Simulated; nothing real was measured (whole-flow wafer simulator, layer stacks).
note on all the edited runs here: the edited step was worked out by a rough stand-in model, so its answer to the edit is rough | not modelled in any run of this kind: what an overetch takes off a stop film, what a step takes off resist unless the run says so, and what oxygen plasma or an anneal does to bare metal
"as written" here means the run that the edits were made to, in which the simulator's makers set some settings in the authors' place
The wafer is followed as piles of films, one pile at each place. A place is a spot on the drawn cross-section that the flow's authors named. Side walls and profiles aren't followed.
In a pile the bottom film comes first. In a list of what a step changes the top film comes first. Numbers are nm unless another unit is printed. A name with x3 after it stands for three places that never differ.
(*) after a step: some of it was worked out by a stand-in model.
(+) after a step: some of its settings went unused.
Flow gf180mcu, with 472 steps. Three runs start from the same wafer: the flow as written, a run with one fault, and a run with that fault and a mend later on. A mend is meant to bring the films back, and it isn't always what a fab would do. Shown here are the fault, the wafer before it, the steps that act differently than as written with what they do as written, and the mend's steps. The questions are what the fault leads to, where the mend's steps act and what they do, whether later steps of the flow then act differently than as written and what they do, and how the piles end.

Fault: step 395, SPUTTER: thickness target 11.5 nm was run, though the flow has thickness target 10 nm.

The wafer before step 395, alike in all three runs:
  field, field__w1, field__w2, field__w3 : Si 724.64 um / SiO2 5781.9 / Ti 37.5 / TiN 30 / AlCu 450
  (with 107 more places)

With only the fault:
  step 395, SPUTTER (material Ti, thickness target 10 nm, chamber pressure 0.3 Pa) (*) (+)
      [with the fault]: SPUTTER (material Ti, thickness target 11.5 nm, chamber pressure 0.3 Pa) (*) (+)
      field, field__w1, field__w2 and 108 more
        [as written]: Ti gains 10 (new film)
        [with the fault]: Ti gains 11.5 (new film)
  Steps further on in the flow that do not act as written (not shown: 1 more step that differs only slightly, by at most 2% or 0.5 nm, whichever is larger):
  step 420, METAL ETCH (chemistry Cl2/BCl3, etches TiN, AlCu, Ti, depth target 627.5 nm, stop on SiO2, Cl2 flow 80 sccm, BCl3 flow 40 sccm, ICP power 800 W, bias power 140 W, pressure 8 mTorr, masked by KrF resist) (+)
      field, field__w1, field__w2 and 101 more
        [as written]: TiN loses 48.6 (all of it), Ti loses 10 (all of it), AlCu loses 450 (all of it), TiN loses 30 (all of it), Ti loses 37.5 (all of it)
        [with the fault]: TiN loses 48.6 (all of it), Ti loses 11.5 (all of it), AlCu loses 450 (all of it), TiN loses 30 (all of it), Ti loses 37.5 (all of it)
  At field__w4, field__w8, contact, m1, m1__w1, mim, mim_1p0, m1_nw, the piles at the end differ from the flow's by more than 2% or 0.5 nm, whichever is larger.
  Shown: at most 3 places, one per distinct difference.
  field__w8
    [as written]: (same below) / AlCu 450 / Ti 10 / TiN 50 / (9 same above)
    [with the fault]: (same below) / AlCu 450 / Ti 11.5 / TiN 50 / (9 same above)
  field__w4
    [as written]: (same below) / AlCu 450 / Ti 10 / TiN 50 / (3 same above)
    [with the fault]: (same below) / AlCu 450 / Ti 11.5 / TiN 50 / (3 same above)
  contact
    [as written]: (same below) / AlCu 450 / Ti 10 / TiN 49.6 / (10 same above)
    [with the fault]: (same below) / AlCu 450 / Ti 11.5 / TiN 49.6 / (10 same above)

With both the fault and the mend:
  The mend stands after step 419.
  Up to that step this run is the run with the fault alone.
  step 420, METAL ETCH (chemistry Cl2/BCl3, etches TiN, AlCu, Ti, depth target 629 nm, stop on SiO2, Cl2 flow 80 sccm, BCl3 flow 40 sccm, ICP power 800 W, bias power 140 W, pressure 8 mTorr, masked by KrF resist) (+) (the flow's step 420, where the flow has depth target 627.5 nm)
      field, field__w1, field__w2 and 101 more
        TiN loses 48.6 (all of it), Ti loses 11.5 (all of it), AlCu loses 450 (all of it), TiN loses 30 (all of it), Ti loses 37.5 (all of it)
      field__w4, field__w8, contact, m1, m1__w1, mim, mim_1p0, m1_nw
        KrF resist loses 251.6
  Later steps of the flow that are run all act as written at every place that is followed, up to a difference of at most 2% or 0.5 nm, whichever is larger.
  At field__w4, field__w8, contact, m1, m1__w1, mim, mim_1p0, m1_nw, the piles at the end differ from the flow's by more than 2% or 0.5 nm, whichever is larger.
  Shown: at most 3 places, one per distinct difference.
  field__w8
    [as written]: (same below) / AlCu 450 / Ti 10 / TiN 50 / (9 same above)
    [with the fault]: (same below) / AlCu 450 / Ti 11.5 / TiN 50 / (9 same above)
    [with the mend]: (same below) / AlCu 450 / Ti 11.5 / TiN 50 / (9 same above)
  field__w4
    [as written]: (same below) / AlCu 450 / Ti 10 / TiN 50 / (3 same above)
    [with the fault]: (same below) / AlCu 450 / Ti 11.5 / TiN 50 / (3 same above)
    [with the mend]: (same below) / AlCu 450 / Ti 11.5 / TiN 50 / (3 same above)
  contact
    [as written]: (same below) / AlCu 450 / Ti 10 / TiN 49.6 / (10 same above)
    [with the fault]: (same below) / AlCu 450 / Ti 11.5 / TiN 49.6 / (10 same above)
    [with the mend]: (same below) / AlCu 450 / Ti 11.5 / TiN 49.6 / (10 same above)
